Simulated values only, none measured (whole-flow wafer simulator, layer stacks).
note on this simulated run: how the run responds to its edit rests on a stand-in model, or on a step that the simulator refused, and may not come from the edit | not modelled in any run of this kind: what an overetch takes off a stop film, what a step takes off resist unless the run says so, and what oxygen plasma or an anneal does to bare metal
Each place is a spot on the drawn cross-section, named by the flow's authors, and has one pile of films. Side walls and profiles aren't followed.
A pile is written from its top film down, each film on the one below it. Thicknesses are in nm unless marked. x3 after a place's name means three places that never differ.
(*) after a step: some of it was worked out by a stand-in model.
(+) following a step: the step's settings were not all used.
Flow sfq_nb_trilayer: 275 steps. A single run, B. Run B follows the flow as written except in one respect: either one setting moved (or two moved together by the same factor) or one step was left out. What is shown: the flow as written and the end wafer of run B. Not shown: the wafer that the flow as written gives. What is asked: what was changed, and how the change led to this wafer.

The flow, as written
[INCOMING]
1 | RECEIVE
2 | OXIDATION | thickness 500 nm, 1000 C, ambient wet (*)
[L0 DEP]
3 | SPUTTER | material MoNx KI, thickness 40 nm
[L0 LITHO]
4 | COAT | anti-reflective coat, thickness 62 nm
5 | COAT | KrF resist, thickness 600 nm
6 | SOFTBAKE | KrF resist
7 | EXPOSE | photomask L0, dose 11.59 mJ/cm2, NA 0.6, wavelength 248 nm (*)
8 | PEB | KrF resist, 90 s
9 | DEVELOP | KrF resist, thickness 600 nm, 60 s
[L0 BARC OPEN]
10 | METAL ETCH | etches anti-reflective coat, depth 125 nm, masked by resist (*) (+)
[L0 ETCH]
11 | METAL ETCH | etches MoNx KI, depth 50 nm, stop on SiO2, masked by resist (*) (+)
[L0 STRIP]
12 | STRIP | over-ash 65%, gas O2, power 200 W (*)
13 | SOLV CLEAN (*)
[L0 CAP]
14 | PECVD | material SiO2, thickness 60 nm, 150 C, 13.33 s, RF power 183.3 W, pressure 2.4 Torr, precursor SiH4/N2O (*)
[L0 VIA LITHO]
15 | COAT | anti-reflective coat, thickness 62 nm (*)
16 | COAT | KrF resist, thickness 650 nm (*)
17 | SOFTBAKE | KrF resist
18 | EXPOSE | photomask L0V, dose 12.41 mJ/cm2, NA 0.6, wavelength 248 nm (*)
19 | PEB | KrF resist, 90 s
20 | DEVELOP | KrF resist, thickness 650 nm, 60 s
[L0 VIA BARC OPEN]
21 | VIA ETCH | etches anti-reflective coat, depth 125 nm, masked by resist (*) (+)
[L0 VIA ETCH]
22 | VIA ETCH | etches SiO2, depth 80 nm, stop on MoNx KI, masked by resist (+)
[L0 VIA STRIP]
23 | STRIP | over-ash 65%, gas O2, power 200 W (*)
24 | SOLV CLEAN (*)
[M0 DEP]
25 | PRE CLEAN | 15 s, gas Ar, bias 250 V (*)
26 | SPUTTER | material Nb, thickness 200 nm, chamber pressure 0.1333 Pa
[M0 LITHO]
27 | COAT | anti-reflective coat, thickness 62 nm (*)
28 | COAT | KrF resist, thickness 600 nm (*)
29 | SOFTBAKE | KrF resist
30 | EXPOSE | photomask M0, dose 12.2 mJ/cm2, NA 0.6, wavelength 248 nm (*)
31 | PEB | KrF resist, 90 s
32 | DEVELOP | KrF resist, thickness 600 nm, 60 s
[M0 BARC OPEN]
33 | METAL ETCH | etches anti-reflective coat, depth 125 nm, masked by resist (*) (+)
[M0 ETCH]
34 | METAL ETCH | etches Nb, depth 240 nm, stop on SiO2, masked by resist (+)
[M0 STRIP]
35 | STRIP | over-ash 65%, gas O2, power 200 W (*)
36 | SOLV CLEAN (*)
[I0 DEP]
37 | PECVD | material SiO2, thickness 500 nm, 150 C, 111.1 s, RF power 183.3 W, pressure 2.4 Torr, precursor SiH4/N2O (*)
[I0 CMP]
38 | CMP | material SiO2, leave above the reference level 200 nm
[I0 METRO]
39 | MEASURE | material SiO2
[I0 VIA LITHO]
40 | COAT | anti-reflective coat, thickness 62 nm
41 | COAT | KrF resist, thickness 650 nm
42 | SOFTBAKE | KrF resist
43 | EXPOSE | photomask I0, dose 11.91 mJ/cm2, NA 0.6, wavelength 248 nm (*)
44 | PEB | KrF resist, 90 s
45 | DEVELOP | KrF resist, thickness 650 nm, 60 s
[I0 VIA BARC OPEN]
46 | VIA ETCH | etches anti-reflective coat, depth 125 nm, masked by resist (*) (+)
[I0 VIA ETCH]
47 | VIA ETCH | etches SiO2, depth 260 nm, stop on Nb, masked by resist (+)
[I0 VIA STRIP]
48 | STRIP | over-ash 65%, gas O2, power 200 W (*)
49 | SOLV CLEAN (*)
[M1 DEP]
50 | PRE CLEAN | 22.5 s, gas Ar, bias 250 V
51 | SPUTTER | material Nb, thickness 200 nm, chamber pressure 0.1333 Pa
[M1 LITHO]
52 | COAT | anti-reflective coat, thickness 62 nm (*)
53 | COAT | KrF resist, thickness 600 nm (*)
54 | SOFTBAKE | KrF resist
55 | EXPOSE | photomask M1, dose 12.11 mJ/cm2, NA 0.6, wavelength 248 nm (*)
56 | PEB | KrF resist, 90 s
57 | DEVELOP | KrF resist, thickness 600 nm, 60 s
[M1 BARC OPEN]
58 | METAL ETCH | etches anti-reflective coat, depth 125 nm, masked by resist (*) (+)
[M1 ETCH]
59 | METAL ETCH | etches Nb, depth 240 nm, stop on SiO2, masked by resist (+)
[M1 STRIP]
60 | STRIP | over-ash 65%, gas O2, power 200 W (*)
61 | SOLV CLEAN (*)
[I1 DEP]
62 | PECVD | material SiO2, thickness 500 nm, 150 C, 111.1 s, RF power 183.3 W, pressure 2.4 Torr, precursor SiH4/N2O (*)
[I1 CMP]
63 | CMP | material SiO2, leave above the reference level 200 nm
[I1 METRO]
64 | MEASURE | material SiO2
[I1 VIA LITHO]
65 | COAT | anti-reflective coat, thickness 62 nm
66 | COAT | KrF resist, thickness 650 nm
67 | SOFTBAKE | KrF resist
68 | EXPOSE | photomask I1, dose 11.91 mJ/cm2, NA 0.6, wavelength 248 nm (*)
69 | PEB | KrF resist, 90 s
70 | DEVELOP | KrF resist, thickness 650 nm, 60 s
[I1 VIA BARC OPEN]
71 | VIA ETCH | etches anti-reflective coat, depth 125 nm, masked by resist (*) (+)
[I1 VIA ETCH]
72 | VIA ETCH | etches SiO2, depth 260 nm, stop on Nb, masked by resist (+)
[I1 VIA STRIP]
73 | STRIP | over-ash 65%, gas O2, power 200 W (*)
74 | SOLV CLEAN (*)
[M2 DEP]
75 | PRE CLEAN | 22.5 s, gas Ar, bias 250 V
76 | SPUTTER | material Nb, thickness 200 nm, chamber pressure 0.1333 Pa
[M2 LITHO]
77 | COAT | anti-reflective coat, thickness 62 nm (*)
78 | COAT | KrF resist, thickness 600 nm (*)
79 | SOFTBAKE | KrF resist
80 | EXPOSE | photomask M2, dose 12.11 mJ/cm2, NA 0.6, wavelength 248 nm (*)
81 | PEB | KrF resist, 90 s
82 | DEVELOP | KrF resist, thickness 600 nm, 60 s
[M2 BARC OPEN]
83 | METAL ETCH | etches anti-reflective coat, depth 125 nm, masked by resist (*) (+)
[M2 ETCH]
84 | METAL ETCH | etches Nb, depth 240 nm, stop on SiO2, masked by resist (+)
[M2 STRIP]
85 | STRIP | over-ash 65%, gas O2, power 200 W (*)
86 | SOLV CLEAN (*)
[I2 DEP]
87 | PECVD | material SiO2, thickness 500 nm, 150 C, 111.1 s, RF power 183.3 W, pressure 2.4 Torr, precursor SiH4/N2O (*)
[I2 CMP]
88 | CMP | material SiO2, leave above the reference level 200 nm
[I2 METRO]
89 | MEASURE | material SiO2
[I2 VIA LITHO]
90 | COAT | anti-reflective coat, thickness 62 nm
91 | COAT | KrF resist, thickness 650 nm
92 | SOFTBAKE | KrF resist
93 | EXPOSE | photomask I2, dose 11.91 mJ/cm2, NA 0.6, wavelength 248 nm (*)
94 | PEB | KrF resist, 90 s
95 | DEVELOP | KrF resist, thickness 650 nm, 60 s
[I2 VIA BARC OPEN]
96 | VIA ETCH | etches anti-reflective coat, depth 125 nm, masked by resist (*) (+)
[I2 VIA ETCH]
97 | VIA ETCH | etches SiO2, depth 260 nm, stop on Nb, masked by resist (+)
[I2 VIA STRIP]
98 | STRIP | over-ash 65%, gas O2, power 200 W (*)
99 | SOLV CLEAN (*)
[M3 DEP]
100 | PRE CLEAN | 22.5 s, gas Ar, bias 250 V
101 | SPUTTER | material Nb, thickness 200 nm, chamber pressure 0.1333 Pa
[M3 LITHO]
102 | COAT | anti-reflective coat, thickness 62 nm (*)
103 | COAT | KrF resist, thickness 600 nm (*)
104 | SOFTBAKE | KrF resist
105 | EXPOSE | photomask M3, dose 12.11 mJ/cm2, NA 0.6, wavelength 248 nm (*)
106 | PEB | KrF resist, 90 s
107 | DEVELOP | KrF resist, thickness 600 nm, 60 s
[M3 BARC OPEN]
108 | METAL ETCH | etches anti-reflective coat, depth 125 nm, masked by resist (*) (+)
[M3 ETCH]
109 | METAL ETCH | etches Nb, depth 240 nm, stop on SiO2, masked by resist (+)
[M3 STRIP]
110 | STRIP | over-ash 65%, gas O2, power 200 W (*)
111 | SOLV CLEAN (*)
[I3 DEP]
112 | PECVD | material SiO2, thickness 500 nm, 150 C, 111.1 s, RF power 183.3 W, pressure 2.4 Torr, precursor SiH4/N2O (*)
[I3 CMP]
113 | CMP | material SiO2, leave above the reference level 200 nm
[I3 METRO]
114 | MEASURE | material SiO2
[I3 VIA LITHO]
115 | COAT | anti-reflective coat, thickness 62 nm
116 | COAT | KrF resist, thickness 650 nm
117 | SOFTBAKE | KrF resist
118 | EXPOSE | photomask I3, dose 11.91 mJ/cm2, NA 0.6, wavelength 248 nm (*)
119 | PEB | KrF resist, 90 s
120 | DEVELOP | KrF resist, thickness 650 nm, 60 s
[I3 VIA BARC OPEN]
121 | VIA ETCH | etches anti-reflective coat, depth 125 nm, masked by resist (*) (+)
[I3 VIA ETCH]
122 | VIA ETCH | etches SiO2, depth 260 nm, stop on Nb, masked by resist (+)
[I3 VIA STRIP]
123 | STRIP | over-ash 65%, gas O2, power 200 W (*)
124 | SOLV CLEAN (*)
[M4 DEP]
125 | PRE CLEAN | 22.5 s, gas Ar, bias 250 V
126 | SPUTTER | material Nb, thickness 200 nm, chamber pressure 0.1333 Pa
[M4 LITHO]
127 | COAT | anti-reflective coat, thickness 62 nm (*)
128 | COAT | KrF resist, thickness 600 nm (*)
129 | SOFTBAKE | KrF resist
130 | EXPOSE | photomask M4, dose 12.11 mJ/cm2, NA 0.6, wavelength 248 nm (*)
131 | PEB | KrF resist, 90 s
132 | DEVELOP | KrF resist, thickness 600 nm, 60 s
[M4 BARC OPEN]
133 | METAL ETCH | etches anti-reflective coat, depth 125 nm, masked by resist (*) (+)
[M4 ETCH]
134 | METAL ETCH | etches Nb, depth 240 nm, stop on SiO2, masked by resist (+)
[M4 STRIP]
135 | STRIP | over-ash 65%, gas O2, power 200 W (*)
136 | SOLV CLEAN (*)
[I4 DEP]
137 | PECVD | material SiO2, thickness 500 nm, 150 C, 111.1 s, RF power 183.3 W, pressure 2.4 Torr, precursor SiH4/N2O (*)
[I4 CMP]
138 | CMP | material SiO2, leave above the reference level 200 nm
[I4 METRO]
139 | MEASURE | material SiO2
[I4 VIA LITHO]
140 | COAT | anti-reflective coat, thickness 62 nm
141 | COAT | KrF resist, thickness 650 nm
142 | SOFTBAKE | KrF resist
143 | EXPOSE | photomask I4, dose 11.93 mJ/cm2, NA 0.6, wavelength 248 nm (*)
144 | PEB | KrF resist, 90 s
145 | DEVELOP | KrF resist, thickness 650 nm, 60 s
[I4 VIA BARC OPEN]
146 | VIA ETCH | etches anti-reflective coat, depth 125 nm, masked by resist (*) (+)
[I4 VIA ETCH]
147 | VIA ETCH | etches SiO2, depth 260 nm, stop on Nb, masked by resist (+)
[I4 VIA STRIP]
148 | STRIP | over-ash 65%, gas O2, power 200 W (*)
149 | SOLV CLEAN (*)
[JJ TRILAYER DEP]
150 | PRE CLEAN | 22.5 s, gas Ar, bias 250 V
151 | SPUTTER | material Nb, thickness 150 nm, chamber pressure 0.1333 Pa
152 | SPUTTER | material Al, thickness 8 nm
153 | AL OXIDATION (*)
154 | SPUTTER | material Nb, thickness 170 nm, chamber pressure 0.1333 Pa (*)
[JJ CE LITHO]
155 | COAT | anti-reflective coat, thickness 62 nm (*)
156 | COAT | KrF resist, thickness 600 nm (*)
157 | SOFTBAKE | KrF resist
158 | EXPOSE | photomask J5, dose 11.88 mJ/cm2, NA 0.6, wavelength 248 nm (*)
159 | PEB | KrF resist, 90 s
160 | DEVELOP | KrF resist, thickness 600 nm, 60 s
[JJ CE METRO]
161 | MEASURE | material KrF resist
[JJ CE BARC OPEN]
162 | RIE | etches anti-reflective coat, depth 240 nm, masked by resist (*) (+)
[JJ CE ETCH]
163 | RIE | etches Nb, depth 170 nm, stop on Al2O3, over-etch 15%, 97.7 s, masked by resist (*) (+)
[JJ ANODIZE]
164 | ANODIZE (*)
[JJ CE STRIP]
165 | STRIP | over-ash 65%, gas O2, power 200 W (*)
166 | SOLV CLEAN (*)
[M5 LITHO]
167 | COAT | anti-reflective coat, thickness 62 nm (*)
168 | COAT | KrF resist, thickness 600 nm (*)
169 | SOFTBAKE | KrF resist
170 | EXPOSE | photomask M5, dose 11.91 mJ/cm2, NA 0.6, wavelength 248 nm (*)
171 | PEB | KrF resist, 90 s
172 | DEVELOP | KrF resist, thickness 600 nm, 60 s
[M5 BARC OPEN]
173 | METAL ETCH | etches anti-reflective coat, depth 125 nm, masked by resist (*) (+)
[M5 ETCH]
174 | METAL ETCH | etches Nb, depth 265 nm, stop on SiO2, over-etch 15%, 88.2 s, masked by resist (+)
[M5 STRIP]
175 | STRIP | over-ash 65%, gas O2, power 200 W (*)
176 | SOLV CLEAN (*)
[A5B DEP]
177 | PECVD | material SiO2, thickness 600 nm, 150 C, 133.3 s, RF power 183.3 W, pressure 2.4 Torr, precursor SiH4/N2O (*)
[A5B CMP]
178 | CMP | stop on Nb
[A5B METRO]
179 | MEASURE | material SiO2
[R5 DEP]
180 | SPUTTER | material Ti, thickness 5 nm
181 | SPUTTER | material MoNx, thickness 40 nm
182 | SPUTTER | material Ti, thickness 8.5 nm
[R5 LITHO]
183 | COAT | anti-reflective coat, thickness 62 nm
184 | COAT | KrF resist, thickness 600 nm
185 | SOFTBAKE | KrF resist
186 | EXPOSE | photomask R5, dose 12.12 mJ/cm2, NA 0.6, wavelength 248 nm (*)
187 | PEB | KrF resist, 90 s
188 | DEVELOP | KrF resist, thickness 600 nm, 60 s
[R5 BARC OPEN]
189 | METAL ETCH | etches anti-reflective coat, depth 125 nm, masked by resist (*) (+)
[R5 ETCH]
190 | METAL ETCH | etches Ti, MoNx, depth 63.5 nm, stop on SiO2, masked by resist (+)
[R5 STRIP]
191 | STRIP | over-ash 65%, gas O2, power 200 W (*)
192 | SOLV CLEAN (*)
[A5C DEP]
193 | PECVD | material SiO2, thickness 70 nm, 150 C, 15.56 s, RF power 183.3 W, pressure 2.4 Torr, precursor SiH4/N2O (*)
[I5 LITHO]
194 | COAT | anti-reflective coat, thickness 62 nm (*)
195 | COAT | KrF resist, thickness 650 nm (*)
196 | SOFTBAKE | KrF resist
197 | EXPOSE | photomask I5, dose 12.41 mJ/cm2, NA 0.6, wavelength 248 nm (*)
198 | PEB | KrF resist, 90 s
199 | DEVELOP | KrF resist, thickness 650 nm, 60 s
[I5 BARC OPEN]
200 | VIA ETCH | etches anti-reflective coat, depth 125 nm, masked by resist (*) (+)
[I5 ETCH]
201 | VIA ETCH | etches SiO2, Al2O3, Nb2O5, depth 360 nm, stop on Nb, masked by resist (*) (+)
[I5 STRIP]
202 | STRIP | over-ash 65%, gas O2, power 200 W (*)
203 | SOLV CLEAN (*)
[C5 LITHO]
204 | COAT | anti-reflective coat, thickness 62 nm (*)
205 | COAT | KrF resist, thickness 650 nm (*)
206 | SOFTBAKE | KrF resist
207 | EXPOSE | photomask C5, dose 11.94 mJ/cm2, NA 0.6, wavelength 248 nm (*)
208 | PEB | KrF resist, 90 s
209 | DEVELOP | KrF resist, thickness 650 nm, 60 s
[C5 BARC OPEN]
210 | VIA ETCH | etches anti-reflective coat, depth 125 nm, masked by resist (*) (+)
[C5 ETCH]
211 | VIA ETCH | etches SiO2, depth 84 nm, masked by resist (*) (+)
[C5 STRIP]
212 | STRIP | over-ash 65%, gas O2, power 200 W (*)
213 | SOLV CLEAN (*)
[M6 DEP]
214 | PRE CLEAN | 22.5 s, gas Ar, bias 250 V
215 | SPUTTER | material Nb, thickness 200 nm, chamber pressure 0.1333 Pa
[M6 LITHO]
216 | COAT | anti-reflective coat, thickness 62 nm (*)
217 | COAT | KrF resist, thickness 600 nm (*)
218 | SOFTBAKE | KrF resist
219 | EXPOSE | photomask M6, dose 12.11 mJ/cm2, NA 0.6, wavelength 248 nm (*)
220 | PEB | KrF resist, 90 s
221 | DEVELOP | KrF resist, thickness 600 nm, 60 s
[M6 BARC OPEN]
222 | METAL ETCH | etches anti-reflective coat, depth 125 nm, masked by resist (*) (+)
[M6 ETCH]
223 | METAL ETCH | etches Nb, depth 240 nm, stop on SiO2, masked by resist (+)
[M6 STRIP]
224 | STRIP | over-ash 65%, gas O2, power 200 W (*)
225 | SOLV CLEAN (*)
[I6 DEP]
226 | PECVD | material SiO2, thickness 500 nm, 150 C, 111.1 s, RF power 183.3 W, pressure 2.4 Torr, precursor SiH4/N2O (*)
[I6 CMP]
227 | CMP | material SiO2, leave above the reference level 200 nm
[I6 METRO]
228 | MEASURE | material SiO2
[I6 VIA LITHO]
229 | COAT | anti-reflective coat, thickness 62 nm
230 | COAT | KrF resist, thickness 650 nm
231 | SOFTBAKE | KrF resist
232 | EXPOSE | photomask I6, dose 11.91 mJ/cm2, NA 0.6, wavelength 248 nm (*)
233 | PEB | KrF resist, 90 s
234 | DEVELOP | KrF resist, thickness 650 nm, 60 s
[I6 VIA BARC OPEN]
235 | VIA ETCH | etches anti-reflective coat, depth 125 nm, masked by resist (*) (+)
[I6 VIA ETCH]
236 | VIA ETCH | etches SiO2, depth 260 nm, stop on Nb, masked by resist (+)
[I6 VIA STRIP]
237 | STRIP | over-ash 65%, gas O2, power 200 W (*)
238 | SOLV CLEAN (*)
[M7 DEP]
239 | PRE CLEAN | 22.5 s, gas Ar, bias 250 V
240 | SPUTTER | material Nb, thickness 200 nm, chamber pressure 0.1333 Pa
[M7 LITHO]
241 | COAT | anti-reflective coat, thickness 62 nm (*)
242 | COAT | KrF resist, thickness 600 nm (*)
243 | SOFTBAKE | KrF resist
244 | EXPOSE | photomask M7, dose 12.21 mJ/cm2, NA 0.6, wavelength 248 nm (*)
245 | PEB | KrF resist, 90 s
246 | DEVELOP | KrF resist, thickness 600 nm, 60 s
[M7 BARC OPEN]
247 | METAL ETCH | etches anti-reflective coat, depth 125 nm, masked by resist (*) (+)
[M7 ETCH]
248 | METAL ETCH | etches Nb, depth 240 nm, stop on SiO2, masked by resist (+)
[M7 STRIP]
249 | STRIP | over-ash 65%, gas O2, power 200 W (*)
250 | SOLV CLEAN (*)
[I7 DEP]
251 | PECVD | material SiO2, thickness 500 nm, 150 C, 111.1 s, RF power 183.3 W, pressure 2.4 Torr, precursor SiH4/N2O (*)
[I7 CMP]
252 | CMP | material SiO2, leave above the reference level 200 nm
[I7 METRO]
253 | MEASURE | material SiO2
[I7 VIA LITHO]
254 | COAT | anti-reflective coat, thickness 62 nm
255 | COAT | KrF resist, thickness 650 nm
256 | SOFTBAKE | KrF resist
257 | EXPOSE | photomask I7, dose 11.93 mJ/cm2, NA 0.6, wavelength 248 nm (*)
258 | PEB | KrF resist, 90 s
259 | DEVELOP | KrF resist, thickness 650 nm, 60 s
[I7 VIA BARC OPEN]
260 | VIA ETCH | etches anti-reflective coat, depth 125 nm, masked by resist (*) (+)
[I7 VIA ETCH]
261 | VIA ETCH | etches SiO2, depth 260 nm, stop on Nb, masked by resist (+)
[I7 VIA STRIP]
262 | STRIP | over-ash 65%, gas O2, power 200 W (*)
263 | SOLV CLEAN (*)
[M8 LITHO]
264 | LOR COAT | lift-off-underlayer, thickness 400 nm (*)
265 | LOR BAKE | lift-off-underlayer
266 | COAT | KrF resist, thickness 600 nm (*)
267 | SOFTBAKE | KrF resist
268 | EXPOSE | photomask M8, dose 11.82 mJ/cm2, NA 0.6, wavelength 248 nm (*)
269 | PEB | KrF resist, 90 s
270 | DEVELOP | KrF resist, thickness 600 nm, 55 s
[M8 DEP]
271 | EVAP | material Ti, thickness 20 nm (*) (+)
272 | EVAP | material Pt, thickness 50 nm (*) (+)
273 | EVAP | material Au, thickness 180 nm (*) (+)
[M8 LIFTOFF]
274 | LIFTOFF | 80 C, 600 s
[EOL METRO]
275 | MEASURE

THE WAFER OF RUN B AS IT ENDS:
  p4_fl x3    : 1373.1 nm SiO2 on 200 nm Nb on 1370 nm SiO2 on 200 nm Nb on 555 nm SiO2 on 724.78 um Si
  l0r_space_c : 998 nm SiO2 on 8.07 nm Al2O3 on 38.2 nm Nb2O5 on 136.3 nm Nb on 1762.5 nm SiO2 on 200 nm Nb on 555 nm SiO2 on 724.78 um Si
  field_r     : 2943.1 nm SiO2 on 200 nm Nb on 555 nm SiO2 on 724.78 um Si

The reason: step 152, SPUTTER: thickness 5.2 nm was run, while the flow as written has thickness 8 nm.

The path from the change to this, step by step:
  152 | SPUTTER | material Al, thickness 8 nm
      field_l, v_sur, via_sp and 100 more: +5.2 Al (new film) (as written it would have been: +8 Al (new film))
      via_wl, via_wr: +3.34 Al (new film) (as written it would have been: +5.14 Al (new film))
      (as well as at 1 more place)
  164 | ANODIZE (*)
      field_l, v_sur, via_sp and 96 more: +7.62 Al2O3, +38.2 Nb2O5 (new film), -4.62 Al (all of it), -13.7 Nb (as written it would have been: +12.2 Al2O3, +29.9 Nb2O5 (new film), -7.42 Al (all of it), -10.8 Nb)
      via_wl, via_wr: +4.55 Al2O3 (new film), +44.5 Nb2O5 (new film), -2.76 Al (all of it), -16 Nb (as written it would have been: +7.52 Al2O3 (new film), +39.2 Nb2O5 (new film), -4.56 Al (all of it), -14.1 Nb)
      (as well as at 1 more place)
  174 | METAL ETCH | etches Nb, depth 265 nm, stop on SiO2, over-etch 15%, 88.2 s, masked by resist (+)
      field_l, r_sur, res and 49 more: -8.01 Al2O3 (all of it), -38.2 Nb2O5 (all of it), -136.3 Nb (all of it), -12.2 SiO2 (as written it would have been: -12.6 Al2O3 (all of it), -29.9 Nb2O5 (all of it), -139.2 Nb (all of it), -12.3 SiO2)
      wl_a_sl: -8 Al2O3 (all of it), -38.2 Nb2O5 (all of it), -136.3 Nb (all of it), -12.2 SiO2 (as written it would have been: -12.6 Al2O3 (all of it), -29.9 Nb2O5 (all of it), -139.2 Nb (all of it), -12.3 SiO2)
  201 | VIA ETCH | etches SiO2, Al2O3, Nb2O5, depth 360 nm, stop on Nb, masked by resist (*) (+)
      be: -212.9 SiO2 (all of it), -8.07 Al2O3 (all of it), -38.2 Nb2O5 (all of it) (as written it would have been: -216.4 SiO2 (all of it), -12.7 Al2O3 (all of it), -29.9 Nb2O5 (all of it))
